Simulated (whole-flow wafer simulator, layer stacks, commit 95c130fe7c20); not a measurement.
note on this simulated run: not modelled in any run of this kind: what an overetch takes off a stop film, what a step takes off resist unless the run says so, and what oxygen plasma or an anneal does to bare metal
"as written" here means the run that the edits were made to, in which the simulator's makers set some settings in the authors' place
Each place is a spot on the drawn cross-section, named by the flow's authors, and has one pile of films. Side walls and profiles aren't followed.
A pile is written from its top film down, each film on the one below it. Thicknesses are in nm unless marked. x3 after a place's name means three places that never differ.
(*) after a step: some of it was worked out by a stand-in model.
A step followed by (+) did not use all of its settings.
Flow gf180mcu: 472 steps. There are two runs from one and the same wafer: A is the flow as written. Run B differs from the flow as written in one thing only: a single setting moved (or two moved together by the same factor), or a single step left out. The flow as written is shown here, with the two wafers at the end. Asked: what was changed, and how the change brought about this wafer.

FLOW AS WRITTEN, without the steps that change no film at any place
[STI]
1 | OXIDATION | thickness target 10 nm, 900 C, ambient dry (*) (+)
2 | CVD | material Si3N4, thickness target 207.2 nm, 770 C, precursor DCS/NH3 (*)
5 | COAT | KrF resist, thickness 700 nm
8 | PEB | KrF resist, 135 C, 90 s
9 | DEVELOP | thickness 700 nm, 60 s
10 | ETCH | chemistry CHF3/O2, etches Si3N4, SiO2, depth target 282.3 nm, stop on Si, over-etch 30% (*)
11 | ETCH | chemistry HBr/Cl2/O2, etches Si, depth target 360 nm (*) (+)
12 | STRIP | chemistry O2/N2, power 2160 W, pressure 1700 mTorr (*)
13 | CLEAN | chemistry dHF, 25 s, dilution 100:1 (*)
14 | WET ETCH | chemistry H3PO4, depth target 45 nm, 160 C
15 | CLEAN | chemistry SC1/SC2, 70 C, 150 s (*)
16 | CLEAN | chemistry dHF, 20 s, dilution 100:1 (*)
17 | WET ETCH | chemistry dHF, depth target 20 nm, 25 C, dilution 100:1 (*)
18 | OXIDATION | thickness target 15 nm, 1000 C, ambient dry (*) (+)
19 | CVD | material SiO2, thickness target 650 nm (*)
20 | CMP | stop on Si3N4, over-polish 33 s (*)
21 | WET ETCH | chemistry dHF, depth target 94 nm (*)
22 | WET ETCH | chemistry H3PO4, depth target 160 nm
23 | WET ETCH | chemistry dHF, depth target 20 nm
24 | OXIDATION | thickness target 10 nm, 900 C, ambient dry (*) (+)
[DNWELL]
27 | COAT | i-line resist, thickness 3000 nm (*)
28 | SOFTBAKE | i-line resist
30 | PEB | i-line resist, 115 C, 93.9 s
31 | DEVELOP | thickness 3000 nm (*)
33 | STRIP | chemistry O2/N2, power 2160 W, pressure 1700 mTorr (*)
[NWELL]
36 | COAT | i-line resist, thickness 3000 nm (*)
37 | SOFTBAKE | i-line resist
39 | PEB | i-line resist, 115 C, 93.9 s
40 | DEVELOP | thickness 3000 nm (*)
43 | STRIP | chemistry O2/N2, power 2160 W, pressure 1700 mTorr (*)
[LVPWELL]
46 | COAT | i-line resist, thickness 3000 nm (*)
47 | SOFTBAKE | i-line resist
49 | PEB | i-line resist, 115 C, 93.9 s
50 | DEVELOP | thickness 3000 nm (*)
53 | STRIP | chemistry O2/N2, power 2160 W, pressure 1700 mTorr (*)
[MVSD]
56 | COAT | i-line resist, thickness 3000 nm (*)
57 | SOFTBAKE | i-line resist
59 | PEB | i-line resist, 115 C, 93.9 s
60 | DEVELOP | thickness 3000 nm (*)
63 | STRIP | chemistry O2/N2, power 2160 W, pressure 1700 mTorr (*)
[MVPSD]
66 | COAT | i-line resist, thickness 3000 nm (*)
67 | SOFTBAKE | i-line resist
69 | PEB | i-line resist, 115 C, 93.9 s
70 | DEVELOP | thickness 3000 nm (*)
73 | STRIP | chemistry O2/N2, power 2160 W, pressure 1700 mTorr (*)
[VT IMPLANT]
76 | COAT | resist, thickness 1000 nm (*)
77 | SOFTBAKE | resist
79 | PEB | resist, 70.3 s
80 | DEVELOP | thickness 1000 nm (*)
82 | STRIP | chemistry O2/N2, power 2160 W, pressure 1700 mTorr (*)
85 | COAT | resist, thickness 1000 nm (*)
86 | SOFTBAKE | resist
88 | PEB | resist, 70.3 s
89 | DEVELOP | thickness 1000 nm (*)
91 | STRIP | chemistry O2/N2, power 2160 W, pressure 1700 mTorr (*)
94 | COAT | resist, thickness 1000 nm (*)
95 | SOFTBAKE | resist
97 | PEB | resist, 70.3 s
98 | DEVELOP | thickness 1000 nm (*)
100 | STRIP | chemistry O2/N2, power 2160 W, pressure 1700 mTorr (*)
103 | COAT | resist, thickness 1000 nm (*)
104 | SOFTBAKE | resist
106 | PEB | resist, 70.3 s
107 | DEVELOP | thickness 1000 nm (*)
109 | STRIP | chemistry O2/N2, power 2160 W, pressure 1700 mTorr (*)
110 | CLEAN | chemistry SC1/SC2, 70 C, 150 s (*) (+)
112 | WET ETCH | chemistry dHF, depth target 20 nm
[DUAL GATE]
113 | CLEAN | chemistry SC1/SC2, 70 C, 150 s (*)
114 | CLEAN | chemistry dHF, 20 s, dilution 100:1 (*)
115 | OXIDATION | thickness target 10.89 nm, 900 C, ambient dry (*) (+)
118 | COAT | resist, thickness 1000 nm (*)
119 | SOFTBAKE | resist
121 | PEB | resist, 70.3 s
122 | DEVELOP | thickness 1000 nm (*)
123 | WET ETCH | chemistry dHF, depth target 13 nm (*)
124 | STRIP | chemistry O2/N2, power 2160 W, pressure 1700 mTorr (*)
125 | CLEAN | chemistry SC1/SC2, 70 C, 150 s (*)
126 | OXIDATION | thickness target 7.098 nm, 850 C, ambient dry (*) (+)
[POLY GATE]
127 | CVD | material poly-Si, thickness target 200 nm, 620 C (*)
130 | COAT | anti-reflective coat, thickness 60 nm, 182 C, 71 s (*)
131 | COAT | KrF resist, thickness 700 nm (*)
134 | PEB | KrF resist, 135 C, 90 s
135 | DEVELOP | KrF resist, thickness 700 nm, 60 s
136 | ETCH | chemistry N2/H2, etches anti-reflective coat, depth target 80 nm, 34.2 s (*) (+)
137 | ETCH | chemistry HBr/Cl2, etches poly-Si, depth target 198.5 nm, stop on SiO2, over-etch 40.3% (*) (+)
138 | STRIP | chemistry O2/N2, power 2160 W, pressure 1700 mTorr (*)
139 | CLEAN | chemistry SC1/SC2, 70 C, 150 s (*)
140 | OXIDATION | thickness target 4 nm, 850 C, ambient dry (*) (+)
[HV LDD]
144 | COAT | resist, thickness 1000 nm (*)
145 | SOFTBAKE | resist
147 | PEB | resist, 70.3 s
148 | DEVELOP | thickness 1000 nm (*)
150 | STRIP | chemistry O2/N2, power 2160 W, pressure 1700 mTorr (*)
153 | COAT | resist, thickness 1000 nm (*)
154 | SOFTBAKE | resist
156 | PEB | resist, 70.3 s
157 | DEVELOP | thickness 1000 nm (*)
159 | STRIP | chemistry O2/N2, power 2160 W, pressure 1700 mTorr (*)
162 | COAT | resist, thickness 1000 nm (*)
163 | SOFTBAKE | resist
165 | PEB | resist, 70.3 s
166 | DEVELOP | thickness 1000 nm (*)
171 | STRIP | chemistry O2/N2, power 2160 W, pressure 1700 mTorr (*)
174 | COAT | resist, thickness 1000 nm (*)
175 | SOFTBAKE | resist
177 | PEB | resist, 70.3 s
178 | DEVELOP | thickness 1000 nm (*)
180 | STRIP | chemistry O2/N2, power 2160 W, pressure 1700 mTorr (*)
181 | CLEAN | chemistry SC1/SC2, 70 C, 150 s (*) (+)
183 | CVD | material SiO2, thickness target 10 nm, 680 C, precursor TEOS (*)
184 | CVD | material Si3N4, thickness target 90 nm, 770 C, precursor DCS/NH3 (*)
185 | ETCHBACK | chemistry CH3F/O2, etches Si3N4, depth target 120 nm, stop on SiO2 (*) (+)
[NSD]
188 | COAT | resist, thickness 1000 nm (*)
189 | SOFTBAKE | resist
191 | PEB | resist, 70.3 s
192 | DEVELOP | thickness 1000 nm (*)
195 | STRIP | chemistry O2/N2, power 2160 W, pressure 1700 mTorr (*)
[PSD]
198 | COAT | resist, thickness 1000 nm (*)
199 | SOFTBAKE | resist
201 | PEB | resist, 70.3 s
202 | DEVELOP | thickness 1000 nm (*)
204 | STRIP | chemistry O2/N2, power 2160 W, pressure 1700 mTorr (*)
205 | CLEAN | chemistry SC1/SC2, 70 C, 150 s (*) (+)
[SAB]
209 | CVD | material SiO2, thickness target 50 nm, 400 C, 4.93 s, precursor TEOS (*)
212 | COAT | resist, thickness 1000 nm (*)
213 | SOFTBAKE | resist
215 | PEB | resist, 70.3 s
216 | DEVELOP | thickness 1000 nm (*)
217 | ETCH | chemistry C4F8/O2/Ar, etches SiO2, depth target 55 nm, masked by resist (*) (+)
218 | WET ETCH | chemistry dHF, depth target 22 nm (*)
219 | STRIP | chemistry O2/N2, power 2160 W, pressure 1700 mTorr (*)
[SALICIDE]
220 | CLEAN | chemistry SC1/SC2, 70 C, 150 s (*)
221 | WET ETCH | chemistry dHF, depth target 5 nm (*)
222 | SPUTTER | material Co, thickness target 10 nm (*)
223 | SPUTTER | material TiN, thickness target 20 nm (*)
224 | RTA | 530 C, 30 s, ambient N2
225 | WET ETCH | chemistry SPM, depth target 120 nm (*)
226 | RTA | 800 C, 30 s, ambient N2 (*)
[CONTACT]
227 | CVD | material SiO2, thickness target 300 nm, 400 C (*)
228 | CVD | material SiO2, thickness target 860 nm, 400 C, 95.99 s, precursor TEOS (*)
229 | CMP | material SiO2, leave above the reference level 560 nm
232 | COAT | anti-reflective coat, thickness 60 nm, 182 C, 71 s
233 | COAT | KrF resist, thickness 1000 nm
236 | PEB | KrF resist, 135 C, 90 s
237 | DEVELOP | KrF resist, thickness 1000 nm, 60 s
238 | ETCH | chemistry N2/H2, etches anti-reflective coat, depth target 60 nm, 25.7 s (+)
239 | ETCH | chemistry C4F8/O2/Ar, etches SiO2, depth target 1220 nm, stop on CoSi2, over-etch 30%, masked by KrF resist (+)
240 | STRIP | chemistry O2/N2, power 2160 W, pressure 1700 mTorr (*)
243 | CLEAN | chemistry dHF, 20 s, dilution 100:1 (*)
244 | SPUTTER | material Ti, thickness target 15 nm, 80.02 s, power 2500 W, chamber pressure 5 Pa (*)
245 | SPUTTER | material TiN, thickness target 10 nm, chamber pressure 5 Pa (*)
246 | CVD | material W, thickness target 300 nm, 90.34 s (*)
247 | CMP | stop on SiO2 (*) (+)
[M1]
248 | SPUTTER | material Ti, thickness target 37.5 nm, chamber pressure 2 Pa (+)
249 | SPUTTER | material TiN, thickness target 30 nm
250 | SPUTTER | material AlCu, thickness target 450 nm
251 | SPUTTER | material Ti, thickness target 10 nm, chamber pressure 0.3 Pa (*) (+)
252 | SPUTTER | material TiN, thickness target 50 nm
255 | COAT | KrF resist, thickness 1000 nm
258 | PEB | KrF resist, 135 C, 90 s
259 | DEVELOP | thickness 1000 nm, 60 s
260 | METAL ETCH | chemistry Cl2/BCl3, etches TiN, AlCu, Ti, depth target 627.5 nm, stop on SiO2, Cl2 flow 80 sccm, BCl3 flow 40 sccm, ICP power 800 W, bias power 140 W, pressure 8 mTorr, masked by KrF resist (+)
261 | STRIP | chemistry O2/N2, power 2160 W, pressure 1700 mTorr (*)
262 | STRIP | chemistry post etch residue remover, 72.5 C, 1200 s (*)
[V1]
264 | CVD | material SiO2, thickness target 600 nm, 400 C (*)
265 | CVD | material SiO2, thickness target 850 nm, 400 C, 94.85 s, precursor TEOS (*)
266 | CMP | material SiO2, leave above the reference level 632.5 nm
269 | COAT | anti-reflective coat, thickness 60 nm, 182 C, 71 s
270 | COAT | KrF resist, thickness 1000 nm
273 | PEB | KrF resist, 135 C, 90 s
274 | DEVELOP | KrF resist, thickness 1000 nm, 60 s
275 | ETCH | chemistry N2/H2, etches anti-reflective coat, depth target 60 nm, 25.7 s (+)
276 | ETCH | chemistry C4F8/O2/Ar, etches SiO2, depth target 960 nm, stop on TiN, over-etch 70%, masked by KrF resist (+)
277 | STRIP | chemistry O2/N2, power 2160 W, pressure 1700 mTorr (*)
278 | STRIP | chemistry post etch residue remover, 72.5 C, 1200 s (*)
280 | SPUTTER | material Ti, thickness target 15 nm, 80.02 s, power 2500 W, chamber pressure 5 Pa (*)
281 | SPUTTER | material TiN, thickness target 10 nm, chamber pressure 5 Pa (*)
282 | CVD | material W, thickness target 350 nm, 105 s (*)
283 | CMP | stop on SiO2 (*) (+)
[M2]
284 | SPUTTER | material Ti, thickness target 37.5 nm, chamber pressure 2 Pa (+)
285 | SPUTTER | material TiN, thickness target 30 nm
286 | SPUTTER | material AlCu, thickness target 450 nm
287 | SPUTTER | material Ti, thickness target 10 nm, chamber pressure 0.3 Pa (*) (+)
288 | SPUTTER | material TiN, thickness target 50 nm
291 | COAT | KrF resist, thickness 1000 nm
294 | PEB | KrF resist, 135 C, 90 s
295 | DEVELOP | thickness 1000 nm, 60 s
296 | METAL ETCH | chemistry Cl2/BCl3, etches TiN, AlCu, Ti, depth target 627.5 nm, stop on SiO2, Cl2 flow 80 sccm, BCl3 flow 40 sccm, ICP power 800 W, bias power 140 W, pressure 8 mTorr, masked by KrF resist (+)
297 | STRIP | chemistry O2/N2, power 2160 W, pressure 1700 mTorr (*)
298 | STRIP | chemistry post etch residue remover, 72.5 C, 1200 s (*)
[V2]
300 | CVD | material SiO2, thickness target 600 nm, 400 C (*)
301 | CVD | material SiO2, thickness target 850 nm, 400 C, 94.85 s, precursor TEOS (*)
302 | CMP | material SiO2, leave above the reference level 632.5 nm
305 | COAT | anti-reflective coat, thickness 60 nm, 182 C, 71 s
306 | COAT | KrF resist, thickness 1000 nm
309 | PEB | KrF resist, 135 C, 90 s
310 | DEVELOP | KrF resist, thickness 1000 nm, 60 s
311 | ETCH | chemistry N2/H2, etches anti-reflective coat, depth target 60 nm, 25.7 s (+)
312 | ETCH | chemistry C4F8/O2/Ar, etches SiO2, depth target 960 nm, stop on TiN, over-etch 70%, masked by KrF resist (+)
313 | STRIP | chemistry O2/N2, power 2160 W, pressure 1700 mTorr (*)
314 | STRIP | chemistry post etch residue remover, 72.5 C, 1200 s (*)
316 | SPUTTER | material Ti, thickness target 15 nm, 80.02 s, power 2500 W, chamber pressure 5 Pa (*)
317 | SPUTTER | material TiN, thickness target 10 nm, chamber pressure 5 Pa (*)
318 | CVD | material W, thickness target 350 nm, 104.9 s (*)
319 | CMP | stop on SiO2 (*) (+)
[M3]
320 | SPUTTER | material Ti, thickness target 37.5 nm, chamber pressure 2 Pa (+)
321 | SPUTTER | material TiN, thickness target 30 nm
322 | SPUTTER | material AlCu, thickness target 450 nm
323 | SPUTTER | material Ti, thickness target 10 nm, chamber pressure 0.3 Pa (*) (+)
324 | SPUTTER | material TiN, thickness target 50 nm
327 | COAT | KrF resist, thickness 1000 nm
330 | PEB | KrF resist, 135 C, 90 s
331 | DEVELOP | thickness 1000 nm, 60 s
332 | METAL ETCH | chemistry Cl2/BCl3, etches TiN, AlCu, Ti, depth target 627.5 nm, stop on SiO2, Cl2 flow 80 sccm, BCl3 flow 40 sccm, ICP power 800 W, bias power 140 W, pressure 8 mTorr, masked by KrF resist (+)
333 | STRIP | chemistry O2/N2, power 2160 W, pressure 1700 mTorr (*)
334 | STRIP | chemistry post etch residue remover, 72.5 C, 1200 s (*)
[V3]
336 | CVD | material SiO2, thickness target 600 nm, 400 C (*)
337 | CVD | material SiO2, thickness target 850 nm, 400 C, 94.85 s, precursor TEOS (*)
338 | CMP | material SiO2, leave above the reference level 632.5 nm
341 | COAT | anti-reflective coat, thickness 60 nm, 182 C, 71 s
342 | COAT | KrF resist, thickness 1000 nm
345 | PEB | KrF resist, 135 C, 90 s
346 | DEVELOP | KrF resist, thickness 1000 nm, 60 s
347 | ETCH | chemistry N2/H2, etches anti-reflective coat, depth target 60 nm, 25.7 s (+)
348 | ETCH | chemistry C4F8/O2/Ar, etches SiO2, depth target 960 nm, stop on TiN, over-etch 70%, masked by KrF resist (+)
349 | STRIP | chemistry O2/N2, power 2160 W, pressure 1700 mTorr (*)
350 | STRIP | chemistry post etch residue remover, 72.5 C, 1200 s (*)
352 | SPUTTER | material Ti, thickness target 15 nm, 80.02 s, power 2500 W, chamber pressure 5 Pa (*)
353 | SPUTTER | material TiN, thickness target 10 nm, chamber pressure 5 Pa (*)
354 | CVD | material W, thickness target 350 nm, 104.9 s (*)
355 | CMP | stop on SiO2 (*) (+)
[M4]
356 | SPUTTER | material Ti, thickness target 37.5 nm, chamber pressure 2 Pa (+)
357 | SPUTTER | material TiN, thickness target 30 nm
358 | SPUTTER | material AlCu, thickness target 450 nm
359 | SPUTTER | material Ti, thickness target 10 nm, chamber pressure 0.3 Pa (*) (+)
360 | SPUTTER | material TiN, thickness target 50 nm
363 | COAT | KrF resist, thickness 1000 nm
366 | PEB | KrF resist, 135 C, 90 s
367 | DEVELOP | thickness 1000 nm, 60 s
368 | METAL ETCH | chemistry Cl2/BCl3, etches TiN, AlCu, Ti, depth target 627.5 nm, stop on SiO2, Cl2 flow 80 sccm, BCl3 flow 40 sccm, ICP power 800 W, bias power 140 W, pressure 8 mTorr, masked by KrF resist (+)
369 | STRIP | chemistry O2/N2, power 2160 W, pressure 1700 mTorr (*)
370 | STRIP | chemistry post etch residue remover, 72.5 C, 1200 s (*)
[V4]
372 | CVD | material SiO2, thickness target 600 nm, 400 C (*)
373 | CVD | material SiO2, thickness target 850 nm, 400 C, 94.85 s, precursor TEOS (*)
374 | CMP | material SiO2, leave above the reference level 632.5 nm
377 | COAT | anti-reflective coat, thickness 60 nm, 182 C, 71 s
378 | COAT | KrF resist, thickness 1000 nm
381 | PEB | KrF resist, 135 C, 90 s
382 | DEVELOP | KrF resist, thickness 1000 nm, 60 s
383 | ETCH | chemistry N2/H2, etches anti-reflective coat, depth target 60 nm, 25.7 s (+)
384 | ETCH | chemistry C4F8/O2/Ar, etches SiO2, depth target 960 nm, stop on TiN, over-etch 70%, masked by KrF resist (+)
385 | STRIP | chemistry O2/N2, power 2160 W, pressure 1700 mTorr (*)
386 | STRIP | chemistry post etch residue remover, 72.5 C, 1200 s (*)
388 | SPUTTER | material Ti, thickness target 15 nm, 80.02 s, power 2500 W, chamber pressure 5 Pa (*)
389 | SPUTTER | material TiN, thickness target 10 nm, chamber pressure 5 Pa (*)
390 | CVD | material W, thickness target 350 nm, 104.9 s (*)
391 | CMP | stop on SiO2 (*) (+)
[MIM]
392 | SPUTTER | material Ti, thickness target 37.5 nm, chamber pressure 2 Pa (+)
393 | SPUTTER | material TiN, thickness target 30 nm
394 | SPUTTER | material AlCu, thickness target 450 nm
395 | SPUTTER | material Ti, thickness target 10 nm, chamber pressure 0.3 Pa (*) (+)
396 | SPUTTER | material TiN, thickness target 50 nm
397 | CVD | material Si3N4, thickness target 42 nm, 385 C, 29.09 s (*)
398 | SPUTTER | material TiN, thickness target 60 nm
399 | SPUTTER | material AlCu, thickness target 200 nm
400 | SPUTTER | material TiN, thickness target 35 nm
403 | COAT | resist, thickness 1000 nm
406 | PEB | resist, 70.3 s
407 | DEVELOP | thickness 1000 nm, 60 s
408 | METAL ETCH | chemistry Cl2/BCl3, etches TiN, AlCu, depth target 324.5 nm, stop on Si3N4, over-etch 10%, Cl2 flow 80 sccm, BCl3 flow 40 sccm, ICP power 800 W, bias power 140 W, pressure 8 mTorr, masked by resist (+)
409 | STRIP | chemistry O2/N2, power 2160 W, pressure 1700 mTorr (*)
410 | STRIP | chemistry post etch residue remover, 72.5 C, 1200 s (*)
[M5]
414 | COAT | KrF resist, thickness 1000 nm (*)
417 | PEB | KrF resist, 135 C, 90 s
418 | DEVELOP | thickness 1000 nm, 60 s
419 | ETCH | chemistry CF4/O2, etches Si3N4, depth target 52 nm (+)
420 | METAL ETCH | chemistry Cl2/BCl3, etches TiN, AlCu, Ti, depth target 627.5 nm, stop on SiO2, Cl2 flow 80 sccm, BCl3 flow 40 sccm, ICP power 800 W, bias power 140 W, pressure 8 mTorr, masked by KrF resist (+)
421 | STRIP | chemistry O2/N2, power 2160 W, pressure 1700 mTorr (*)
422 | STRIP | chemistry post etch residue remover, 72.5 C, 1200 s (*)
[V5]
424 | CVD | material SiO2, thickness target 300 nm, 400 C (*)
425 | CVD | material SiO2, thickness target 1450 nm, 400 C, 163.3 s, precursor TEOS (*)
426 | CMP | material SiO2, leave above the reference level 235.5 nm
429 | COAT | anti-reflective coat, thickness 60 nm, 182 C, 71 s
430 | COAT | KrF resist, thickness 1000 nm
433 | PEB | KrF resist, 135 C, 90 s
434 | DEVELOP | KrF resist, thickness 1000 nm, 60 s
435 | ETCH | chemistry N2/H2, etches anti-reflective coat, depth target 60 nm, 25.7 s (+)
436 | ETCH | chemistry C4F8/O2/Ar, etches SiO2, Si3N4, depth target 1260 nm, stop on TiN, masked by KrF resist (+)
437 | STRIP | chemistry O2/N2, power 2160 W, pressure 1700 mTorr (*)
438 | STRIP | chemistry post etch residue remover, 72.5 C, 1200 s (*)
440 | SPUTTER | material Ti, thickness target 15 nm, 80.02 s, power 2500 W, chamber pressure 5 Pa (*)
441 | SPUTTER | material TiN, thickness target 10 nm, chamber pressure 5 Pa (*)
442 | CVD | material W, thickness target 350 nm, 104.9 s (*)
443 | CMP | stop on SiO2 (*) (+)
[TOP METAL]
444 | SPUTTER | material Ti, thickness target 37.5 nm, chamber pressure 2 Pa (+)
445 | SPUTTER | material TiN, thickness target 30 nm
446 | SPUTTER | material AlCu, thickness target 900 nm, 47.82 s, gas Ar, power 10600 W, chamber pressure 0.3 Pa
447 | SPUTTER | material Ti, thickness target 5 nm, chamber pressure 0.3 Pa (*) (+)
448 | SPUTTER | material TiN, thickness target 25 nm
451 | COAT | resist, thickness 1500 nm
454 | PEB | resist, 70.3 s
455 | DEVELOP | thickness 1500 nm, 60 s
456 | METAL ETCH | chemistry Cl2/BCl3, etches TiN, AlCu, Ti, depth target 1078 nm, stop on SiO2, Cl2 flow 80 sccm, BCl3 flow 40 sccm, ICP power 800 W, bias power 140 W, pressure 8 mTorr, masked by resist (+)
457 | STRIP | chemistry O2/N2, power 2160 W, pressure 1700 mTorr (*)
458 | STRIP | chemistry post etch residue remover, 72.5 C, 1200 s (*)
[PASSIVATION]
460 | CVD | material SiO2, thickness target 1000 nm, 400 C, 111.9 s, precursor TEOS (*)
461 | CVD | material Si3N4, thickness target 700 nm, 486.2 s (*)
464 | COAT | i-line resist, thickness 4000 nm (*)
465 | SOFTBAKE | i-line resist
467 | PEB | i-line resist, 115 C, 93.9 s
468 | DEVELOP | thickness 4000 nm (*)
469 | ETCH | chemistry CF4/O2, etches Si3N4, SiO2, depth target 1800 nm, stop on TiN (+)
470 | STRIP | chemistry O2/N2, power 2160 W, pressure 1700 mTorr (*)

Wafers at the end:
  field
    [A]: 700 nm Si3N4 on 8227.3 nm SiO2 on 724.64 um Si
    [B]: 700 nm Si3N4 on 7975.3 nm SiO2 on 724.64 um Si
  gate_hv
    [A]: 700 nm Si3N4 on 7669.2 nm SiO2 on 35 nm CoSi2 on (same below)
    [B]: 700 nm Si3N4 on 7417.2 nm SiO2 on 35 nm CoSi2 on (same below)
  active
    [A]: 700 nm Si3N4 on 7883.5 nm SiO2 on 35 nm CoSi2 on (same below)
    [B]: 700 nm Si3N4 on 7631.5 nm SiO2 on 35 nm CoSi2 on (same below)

What caused this: step 322, SPUTTER: thickness target 198 nm was run, while the flow as written has thickness target 450 nm.

Step by step, how the change led to this:
  322 | SPUTTER | material AlCu, thickness target 450 nm
      field, field__w1, field__w2 and 108 more: A +450 AlCu (new film) | B +198 AlCu (new film)
  332 | METAL ETCH | chemistry Cl2/BCl3, etches TiN, AlCu, Ti, depth target 627.5 nm, stop on SiO2, Cl2 flow 80 sccm, BCl3 flow 40 sccm, ICP power 800 W, bias power 140 W, pressure 8 mTorr, masked by KrF resist (+)
      field, field__w1, field__w2 and 103 more: A -50 TiN (all of it), -10 Ti (all of it), -450 AlCu (all of it), -30 TiN (all of it), -37.5 Ti (all of it) | B -50 TiN (all of it), -10 Ti (all of it), -198 AlCu (all of it), -30 TiN (all of it), -37.5 Ti (all of it)
      field__w8, contact, m1, m1__w1, m1_nw: A -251 KrF resist | B -195.3 KrF resist
  333 | STRIP | chemistry O2/N2, power 2160 W, pressure 1700 mTorr (*)
      field__w8, contact, m1, m1__w1, m1_nw: A -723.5 KrF resist (all of it) | B -779.2 KrF resist (all of it)
  338 | CMP | material SiO2, leave above the reference level 632.5 nm
      field, field__w1, field__w2 and 103 more: A -300 SiO2 | B -552 SiO2
